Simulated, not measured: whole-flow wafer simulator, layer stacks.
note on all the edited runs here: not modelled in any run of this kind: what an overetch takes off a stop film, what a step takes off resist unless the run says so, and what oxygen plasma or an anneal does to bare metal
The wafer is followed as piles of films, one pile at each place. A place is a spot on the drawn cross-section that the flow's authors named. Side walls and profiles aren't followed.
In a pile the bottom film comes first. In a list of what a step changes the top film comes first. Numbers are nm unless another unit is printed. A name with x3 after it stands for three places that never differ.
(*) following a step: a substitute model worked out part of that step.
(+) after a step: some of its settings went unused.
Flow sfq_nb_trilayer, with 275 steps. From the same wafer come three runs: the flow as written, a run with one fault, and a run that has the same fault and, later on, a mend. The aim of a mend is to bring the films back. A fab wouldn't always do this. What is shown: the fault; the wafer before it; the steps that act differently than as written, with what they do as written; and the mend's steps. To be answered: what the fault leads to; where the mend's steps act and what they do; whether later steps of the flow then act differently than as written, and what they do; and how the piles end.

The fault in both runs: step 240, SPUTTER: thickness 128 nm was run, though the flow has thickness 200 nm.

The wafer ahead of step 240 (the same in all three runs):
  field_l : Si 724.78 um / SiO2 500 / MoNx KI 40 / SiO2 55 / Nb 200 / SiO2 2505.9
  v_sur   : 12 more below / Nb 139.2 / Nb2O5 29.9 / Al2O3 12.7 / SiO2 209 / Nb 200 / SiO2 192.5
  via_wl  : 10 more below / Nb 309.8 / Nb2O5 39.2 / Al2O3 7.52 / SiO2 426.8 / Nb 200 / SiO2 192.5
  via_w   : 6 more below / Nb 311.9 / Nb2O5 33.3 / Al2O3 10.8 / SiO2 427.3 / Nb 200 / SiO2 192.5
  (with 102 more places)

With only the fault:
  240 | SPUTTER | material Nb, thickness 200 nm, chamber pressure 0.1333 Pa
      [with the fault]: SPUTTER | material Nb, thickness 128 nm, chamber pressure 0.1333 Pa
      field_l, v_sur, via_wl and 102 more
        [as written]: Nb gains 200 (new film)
        [with the fault]: Nb gains 128 (new film)
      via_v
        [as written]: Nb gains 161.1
        [with the fault]: Nb gains 103
  Steps later in the flow that act otherwise than as written (3 more steps, not shown, differ only slightly: by at most 2% or 0.5 nm, whichever is larger):
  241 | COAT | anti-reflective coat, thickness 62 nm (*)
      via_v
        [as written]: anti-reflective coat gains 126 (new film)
        [with the fault]: anti-reflective coat gains 121.7 (new film)
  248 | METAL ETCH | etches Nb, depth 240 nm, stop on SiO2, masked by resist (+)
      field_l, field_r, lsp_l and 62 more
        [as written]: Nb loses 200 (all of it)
        [with the fault]: Nb loses 128 (all of it)
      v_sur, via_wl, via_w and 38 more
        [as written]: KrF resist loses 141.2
        [with the fault]: KrF resist loses 112.9
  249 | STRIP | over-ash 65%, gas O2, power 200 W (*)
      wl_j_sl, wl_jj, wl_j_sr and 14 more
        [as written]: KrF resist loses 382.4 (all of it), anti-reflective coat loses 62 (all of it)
        [with the fault]: KrF resist loses 410.6 (all of it), anti-reflective coat loses 62 (all of it)
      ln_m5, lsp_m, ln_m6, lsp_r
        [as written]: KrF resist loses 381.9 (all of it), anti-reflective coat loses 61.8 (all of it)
        [with the fault]: KrF resist loses 410.2 (all of it), anti-reflective coat loses 61.8 (all of it)
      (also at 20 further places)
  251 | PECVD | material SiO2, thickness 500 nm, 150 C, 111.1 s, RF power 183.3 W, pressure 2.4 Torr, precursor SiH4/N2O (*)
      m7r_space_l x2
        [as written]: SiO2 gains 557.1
        [with the fault]: SiO2 gains 500
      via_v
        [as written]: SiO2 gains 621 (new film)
        [with the fault]: SiO2 gains 599.4 (new film)
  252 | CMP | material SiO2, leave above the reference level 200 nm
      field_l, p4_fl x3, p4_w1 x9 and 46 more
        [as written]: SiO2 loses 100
        [with the fault]: SiO2 loses 172
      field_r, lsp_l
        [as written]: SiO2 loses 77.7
        [with the fault]: SiO2 loses 157.7
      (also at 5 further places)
  By the end, the piles at field_l, v_sur, via_wl and 103 more depart from the flow's by more than 2% or 0.5 nm, whichever is larger.
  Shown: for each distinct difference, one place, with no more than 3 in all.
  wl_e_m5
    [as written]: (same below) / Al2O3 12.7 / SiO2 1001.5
    [with the fault]: (same below) / Al2O3 12.7 / SiO2 929.5
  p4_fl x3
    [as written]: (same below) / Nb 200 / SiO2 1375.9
    [with the fault]: (same below) / Nb 200 / SiO2 1303.9
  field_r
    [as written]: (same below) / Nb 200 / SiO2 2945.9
    [with the fault]: (same below) / Nb 200 / SiO2 2873.9

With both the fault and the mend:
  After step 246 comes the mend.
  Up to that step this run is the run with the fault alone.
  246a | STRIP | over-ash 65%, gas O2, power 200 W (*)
      p4_fl x3, p4_w1 x9, p4_g1 x2 and 46 more
        anti-reflective coat loses 62 (all of it)
      wl_j_sl, wl_jj, wl_j_sr and 14 more
        KrF resist loses 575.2 (all of it), anti-reflective coat loses 62 (all of it)
      field_r, lsp_l, l0_sur, l0v
        anti-reflective coat loses 61.8 (all of it)
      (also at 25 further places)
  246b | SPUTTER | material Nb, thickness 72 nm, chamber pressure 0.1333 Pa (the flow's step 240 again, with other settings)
      field_l, v_sur, via_wl and 102 more
        Nb gains 72
      via_v
        Nb gains 54.6
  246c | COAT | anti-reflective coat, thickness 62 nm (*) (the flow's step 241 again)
      p4_fl x3, p4_w1 x9, p4_g1 x2 and 63 more
        anti-reflective coat gains 62 (new film)
      field_r, lsp_l, ln_m5, lsp_m, ln_m6, lsp_r, l0_sur, l0v
        anti-reflective coat gains 61.8 (new film)
      be_r, r_sur, res, r_end, moat
        anti-reflective coat gains 61.7 (new film)
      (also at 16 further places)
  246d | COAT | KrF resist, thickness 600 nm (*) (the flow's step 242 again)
      p4_fl x3, p4_w1 x9, p4_g1 x2 and 63 more
        KrF resist gains 600 (new film)
      field_r, lsp_l, ln_m5, lsp_m, ln_m6, l0v
        KrF resist gains 599.5 (new film)
      r_end, moat
        KrF resist gains 599.4 (new film)
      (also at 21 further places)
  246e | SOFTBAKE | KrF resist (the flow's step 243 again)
      leaves every film unchanged at each place that is followed
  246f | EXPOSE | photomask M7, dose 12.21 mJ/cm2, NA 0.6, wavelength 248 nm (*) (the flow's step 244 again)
      leaves every film unchanged at each place that is followed
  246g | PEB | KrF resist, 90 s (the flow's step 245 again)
      field_l, v_sur, via_wl and 97 more
        KrF resist loses 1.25
      via_w, via_wr, wire, be
        KrF resist loses 1.24
      via_sp
        KrF resist loses 1.23
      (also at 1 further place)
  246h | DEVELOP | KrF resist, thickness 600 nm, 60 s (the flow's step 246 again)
      p4_fl x3, p4_w1 x9, p4_g1 x2 and 46 more
        KrF resist loses 598.7 (all of it)
      v_sur, via_wl, via_w and 38 more
        KrF resist loses 23.5
      field_r, lsp_l
        KrF resist loses 598.2 (all of it)
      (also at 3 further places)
  Later steps of the flow that are run all act as written at every place that is followed, up to a difference of at most 2% or 0.5 nm, whichever is larger.
  When the end is reached, the piles differ only a little from the flow's at the places that both follow, at most by 2% or 0.5 nm, whichever is larger.
